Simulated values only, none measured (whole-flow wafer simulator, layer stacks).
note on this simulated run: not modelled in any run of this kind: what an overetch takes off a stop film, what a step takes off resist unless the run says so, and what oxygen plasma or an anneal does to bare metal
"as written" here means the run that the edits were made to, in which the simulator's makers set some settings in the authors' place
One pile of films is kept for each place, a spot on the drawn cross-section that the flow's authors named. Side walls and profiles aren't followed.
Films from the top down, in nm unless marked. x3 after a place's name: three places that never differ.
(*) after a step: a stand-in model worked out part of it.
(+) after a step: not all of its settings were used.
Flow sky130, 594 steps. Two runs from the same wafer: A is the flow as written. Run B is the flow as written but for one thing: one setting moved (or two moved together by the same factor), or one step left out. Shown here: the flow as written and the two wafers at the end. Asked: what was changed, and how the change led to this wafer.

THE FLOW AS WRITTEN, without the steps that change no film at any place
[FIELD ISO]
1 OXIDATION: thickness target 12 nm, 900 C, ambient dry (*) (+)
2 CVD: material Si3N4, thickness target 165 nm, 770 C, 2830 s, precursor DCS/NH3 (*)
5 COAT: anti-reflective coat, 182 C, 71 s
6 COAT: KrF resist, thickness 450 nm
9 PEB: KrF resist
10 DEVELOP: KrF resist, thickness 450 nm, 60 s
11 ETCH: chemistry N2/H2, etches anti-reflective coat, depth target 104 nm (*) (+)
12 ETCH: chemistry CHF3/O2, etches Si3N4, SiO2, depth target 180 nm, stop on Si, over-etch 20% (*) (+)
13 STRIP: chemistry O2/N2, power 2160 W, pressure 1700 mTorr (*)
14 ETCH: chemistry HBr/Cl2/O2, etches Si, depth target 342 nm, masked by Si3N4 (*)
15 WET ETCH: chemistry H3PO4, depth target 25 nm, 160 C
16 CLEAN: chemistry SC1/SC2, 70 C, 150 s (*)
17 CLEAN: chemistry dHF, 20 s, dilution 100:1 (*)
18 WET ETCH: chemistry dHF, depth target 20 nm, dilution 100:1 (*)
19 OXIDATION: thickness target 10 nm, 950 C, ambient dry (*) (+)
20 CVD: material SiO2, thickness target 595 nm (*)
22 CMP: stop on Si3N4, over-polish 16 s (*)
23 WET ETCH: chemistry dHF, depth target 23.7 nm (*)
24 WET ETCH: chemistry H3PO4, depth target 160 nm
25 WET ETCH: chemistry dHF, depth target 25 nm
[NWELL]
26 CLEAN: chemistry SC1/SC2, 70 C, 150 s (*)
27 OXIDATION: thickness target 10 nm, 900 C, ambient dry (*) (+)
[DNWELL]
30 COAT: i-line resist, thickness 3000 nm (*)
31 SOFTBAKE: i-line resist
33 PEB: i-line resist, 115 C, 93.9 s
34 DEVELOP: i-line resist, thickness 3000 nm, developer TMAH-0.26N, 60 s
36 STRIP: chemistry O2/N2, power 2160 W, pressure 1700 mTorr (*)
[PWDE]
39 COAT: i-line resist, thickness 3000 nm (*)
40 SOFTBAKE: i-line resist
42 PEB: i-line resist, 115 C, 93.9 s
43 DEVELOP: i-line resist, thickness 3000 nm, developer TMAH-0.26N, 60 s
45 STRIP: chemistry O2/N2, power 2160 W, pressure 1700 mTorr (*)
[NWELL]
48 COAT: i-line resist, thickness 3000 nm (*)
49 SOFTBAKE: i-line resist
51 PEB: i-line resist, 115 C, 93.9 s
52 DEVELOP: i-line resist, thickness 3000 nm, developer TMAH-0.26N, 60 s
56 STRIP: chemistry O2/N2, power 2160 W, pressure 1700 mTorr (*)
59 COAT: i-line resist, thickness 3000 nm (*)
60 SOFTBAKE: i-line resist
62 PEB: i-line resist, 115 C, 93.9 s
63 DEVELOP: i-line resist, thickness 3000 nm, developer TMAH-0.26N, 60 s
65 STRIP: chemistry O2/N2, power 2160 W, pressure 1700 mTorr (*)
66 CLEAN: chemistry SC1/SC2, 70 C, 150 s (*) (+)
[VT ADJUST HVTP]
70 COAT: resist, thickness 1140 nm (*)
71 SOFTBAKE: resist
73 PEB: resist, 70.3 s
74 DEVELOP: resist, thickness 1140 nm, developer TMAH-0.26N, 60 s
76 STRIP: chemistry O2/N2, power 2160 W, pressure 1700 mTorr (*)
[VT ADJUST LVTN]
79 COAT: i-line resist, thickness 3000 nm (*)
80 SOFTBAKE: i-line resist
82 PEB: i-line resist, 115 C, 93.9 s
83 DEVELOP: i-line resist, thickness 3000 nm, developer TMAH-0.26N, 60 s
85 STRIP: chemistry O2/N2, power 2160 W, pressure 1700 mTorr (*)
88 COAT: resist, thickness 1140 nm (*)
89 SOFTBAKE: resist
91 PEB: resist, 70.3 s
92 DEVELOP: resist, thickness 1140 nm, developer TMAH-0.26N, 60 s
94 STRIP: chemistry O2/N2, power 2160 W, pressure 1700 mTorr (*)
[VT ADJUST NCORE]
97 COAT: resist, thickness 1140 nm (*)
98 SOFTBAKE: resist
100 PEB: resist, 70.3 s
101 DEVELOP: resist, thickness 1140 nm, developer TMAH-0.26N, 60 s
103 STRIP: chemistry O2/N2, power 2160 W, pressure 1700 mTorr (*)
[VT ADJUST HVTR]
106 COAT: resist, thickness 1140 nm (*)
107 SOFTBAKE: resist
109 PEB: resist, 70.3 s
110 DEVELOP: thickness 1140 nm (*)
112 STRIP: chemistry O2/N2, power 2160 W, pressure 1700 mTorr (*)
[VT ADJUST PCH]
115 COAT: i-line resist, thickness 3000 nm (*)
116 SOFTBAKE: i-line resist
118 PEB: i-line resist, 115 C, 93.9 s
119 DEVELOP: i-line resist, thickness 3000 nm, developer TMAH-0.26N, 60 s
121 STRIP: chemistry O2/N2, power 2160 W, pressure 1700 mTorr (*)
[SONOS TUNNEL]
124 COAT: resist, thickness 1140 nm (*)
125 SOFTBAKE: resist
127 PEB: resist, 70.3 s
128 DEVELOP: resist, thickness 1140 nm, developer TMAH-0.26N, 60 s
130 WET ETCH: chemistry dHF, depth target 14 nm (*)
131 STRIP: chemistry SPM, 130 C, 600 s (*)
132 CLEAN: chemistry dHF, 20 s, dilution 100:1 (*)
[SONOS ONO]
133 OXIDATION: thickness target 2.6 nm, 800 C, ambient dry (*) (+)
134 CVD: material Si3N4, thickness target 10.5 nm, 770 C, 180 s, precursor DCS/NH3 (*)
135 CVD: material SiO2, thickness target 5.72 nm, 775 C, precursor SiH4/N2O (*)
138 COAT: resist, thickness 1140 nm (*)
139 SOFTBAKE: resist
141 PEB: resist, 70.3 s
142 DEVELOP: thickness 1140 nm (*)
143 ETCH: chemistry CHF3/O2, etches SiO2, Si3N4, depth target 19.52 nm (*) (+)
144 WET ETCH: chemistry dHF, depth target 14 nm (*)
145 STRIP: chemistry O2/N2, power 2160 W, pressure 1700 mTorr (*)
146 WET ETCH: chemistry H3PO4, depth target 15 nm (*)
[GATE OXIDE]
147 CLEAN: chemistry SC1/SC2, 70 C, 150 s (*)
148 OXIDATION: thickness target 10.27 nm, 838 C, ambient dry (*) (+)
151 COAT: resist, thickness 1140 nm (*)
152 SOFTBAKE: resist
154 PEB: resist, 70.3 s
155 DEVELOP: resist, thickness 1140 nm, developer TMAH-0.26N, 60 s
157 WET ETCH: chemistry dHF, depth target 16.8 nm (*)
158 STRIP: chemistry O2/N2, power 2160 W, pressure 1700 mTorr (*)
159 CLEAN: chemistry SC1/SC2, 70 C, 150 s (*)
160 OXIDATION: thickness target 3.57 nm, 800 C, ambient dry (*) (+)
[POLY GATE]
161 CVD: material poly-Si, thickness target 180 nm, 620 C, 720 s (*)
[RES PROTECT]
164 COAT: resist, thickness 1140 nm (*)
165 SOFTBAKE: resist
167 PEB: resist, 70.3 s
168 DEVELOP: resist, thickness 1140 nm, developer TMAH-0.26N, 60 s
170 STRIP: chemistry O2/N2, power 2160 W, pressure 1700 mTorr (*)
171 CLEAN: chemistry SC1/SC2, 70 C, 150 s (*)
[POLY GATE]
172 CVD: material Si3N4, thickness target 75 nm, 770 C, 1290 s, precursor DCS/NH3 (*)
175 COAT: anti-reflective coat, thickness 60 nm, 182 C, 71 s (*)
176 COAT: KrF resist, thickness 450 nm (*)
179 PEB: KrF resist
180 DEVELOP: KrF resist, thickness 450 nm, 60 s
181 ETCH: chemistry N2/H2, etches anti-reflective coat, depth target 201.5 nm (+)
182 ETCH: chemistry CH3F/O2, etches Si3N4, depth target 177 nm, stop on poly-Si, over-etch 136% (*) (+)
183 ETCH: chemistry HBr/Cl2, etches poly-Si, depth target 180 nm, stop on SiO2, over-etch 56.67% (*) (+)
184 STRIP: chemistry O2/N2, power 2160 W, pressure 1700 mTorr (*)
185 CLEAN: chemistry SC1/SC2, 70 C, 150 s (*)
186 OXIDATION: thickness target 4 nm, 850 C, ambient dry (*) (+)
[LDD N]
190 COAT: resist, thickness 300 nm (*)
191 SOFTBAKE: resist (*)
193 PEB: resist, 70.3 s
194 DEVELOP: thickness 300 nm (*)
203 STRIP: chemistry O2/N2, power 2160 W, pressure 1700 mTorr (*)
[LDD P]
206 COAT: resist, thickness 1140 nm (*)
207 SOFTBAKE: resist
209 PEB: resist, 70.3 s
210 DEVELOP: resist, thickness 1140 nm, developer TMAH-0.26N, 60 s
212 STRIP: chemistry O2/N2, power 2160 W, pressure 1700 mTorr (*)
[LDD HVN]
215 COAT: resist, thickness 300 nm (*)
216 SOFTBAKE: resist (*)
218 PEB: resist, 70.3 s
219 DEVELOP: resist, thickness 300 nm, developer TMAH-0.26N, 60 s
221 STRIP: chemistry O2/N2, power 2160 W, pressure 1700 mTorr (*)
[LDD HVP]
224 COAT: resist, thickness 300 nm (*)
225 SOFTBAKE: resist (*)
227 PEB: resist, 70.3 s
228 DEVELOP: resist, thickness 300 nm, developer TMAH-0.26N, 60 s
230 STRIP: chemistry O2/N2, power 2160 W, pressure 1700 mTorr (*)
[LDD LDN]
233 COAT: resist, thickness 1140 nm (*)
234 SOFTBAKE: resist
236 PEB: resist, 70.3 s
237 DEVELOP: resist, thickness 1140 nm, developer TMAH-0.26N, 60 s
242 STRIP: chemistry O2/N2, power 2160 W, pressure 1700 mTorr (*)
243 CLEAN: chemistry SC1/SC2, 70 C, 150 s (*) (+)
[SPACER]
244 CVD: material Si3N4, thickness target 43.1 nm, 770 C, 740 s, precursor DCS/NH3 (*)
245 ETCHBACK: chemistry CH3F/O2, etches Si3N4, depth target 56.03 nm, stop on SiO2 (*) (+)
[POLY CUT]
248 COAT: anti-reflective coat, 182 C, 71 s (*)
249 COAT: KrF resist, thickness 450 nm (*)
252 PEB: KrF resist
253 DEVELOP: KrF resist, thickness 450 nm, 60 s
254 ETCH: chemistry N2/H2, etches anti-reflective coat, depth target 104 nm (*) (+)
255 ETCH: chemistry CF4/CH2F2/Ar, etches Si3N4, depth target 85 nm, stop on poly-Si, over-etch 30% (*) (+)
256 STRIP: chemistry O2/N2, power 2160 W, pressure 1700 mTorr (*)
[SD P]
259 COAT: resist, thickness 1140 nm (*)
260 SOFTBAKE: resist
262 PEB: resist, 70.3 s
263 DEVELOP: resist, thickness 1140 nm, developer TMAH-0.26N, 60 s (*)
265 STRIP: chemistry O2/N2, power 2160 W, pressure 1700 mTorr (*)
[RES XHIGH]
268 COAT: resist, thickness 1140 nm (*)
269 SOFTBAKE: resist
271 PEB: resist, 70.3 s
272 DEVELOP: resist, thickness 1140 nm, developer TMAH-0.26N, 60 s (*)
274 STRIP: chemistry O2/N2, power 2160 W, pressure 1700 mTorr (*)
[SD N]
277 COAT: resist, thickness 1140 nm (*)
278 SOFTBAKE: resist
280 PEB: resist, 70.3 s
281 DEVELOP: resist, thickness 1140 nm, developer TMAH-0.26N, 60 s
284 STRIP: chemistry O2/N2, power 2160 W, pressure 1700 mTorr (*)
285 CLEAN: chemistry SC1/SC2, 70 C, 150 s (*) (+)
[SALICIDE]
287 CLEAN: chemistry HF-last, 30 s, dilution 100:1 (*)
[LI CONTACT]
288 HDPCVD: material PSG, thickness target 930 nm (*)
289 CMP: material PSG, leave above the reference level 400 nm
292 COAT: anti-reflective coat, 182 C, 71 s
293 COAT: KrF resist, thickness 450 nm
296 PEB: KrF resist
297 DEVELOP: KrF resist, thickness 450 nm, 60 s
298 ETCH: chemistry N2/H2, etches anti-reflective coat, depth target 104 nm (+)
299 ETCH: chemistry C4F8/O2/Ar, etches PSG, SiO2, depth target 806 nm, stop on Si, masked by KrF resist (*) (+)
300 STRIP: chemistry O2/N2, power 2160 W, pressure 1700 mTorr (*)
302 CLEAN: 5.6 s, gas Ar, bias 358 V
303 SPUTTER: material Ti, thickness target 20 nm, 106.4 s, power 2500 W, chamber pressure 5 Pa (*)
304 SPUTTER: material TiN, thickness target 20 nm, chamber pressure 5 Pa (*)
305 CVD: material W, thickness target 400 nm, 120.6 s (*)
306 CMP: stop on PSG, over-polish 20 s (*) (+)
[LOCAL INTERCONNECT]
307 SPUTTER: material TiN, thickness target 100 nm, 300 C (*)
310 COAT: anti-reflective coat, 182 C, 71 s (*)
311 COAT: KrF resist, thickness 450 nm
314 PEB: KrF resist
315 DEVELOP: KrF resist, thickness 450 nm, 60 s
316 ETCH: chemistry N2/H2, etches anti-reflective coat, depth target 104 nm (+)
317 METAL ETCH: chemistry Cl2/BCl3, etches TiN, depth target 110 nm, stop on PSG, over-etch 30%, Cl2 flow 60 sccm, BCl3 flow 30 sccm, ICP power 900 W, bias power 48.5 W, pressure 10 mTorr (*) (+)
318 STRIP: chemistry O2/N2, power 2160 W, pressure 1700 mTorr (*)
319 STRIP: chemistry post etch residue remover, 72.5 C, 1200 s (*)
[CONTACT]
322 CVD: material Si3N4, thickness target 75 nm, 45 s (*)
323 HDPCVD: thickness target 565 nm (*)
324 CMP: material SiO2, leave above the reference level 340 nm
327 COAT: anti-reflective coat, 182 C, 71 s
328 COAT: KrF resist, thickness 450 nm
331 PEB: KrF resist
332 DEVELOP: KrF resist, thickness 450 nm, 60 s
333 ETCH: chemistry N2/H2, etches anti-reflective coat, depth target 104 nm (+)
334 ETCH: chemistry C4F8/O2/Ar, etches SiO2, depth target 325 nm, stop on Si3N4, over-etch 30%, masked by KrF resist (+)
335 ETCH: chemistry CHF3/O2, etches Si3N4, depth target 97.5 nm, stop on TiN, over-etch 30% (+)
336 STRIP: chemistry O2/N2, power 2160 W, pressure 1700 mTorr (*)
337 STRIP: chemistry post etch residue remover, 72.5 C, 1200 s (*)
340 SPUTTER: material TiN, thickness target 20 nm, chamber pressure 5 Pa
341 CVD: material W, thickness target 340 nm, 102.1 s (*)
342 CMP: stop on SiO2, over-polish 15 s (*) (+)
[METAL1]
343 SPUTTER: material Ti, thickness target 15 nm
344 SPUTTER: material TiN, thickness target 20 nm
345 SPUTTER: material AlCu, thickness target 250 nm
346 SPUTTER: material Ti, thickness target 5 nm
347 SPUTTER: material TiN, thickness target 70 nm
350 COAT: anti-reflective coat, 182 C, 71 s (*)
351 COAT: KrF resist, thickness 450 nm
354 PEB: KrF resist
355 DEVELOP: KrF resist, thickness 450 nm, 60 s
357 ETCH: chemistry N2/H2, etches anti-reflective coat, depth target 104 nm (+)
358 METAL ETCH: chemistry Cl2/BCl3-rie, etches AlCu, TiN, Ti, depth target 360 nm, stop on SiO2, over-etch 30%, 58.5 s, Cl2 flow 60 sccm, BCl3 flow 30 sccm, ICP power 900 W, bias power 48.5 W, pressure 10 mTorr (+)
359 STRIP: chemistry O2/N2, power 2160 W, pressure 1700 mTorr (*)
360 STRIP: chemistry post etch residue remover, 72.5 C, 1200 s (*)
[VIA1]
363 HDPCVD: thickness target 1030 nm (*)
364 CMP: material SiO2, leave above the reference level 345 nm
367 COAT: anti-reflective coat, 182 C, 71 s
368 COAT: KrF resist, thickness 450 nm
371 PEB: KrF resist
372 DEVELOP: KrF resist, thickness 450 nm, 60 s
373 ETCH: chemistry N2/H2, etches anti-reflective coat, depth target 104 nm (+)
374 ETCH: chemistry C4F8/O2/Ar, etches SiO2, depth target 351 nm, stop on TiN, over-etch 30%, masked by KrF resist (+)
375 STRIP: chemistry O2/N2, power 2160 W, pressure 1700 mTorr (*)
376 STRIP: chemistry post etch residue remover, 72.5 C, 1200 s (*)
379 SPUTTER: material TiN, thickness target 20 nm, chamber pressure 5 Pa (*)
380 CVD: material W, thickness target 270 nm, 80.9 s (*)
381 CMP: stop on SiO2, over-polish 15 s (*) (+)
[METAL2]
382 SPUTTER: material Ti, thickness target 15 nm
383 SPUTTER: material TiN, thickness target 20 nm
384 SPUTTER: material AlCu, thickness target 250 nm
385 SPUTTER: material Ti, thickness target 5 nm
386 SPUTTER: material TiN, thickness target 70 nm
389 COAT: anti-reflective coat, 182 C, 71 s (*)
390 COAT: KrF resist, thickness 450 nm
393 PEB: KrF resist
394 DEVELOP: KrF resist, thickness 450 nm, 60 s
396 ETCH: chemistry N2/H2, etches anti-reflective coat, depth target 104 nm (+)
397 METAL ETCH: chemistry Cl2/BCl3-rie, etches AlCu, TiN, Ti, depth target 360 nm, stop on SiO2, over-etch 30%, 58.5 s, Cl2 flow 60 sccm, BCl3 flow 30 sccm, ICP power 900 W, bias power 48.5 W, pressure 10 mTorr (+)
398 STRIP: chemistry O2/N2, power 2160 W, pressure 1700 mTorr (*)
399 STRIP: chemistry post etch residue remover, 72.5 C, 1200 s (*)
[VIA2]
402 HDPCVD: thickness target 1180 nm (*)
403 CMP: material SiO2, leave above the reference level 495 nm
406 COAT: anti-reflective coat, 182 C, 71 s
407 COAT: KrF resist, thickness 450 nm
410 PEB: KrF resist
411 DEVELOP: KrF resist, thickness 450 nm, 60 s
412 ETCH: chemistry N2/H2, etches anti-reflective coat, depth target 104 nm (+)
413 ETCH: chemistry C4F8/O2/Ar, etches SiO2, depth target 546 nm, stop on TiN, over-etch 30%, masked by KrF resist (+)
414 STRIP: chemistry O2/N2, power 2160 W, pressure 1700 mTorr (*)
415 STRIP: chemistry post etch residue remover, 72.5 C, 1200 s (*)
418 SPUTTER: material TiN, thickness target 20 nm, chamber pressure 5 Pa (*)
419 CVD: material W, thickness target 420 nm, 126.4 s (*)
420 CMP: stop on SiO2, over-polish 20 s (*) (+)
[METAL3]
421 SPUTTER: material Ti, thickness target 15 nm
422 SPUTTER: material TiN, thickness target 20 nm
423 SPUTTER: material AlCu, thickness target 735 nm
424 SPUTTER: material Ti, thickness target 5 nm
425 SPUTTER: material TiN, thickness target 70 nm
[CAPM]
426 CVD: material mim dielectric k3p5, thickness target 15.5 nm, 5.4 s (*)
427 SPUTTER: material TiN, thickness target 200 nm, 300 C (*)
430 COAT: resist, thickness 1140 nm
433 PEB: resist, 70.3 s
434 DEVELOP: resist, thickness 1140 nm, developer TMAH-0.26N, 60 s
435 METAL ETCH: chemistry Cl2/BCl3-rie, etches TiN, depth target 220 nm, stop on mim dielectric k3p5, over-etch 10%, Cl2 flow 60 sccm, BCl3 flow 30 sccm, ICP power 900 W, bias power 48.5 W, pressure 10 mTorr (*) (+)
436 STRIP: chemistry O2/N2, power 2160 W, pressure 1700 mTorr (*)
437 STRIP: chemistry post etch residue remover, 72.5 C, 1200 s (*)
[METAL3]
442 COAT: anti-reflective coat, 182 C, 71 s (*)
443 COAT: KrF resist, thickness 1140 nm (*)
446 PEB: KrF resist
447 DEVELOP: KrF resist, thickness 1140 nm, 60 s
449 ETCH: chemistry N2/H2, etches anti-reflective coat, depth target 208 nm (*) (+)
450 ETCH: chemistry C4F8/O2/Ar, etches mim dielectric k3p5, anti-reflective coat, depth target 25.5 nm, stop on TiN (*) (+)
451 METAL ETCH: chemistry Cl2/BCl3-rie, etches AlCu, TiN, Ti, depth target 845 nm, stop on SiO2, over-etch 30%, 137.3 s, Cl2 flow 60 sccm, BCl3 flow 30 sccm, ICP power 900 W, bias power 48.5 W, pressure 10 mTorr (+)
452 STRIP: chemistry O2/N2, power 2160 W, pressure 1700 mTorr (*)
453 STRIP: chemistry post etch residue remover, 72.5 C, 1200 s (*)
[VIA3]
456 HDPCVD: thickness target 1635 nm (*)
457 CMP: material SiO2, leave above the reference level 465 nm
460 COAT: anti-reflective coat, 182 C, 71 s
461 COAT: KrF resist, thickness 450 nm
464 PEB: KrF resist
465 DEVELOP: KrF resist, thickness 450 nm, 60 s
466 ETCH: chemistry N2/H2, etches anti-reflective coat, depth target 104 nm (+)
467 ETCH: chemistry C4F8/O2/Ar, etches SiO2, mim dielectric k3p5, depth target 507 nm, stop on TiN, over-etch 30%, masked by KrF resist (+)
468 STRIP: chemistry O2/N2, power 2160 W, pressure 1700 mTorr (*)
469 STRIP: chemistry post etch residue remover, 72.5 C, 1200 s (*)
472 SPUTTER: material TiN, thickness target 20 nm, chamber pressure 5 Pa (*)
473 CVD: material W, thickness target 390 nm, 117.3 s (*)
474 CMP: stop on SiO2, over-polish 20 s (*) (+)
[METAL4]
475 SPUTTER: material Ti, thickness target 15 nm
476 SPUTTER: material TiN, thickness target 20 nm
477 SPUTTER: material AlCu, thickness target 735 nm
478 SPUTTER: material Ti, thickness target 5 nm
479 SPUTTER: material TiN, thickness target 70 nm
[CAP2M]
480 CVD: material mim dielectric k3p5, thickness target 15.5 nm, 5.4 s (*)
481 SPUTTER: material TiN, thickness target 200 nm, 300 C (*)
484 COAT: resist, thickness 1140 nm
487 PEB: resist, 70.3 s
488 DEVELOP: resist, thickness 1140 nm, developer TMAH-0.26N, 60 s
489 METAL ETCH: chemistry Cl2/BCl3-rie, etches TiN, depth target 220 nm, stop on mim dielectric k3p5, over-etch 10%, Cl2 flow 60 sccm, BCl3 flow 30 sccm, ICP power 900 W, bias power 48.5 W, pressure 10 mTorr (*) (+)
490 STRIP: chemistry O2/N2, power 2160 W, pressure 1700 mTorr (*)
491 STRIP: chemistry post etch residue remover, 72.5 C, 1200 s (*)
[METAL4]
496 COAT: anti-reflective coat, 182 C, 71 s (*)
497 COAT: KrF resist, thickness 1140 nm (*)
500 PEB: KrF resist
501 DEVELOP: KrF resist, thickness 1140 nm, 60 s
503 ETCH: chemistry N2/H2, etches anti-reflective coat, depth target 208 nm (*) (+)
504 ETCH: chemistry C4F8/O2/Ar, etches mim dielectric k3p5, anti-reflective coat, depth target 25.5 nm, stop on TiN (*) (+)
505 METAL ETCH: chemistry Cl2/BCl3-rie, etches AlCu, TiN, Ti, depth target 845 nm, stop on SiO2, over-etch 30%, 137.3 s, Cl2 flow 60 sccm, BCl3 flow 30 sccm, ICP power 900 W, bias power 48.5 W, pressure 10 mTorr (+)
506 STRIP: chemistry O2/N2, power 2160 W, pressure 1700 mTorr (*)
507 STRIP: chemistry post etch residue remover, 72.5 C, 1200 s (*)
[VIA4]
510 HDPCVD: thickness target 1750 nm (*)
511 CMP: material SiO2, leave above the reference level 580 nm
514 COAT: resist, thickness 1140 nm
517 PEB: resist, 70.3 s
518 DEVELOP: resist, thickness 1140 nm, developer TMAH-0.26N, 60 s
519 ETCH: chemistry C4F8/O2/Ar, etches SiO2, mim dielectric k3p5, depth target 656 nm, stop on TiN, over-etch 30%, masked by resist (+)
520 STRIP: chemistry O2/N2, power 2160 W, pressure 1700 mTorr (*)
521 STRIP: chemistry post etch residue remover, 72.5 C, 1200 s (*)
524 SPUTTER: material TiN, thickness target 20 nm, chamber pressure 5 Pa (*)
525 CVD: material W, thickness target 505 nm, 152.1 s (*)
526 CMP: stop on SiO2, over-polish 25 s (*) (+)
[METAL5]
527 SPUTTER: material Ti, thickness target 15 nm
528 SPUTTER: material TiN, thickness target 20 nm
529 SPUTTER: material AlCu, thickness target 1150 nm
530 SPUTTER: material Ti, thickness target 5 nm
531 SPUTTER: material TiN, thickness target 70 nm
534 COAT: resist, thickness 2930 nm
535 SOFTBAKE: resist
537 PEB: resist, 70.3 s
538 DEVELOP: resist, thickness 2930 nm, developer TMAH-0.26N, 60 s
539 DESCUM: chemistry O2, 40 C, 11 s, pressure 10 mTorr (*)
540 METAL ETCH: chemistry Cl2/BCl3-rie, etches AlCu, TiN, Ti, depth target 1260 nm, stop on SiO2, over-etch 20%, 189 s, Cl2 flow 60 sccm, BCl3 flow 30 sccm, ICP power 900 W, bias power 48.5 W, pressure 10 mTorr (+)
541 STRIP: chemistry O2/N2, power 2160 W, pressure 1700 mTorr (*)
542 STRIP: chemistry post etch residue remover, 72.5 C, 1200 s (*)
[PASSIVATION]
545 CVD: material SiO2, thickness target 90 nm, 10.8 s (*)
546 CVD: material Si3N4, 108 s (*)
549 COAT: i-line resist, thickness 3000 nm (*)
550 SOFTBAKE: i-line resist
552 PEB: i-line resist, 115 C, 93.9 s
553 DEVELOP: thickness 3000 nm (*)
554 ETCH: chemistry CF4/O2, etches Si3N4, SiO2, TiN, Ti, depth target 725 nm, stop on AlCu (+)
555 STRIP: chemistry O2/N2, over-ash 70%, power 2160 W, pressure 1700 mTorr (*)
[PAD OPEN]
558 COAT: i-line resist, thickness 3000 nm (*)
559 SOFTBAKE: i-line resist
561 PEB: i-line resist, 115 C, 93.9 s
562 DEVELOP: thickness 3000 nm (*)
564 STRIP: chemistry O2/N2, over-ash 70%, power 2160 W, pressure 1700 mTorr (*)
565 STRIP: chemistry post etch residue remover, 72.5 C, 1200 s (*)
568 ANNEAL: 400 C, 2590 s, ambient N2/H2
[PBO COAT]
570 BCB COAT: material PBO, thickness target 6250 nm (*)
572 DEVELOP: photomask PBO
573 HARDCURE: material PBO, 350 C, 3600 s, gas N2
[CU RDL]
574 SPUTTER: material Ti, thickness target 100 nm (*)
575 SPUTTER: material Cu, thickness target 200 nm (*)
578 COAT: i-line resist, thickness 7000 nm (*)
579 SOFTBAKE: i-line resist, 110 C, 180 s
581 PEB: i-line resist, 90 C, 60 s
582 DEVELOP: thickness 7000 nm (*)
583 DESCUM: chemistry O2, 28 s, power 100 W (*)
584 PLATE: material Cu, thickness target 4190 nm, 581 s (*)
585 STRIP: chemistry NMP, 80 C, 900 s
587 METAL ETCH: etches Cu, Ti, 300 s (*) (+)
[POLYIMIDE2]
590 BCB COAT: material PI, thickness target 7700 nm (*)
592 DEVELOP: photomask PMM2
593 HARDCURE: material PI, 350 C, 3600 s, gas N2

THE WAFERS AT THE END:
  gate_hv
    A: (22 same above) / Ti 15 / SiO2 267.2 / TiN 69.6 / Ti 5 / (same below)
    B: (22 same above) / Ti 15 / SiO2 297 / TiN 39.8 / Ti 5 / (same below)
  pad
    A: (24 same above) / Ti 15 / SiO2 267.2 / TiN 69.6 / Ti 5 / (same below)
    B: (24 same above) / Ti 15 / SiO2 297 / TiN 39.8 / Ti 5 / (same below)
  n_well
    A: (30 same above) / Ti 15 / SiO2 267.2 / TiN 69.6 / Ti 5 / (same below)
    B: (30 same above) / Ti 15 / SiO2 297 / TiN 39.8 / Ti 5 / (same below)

The cause: step 347, SPUTTER: thickness target 40.2 nm was run, where the flow has thickness target 70 nm.

How the change led to this, step by step:
  347 SPUTTER: material TiN, thickness target 70 nm
      field, active, n_well and 188 more: A TiN +70 (new film) | B TiN +40.2 (new film)
  358 METAL ETCH: chemistry Cl2/BCl3-rie, etches AlCu, TiN, Ti, depth target 360 nm, stop on SiO2, over-etch 30%, 58.5 s, Cl2 flow 60 sccm, BCl3 flow 30 sccm, ICP power 900 W, bias power 48.5 W, pressure 10 mTorr (+)
      field, active, gate and 81 more: A TiN -68.7 (all of it), Ti -5 (all of it), AlCu -250 (all of it), TiN -20 (all of it), Ti -15 (all of it), SiO2 -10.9 | B TiN -38.9 (all of it), Ti -5 (all of it), AlCu -250 (all of it), TiN -20 (all of it), Ti -15 (all of it), SiO2 -13.9
  364 CMP: material SiO2, leave above the reference level 345 nm
      n_well, p_well, gate_hv and 100 more: A SiO2 -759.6 | B SiO2 -729.8
      poly_licon, ndiff_licon, ndiff_licon_cpp, rpo_hd_licon: A SiO2 -759 | B SiO2 -729.2
  374 ETCH: chemistry C4F8/O2/Ar, etches SiO2, depth target 351 nm, stop on TiN, over-etch 30%, masked by KrF resist (+)
      m1, via1_hole: A SiO2 -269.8 (all of it) | B SiO2 -299.6 (all of it)
  379 SPUTTER: material TiN, thickness target 20 nm, chamber pressure 5 Pa (*)
      m1: A TiN +11 | B TiN +10.4
  380 CVD: material W, thickness target 270 nm, 80.9 s (*)
      m1, via1_hole: A W +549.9 (new film) | B W +580.2 (new film)
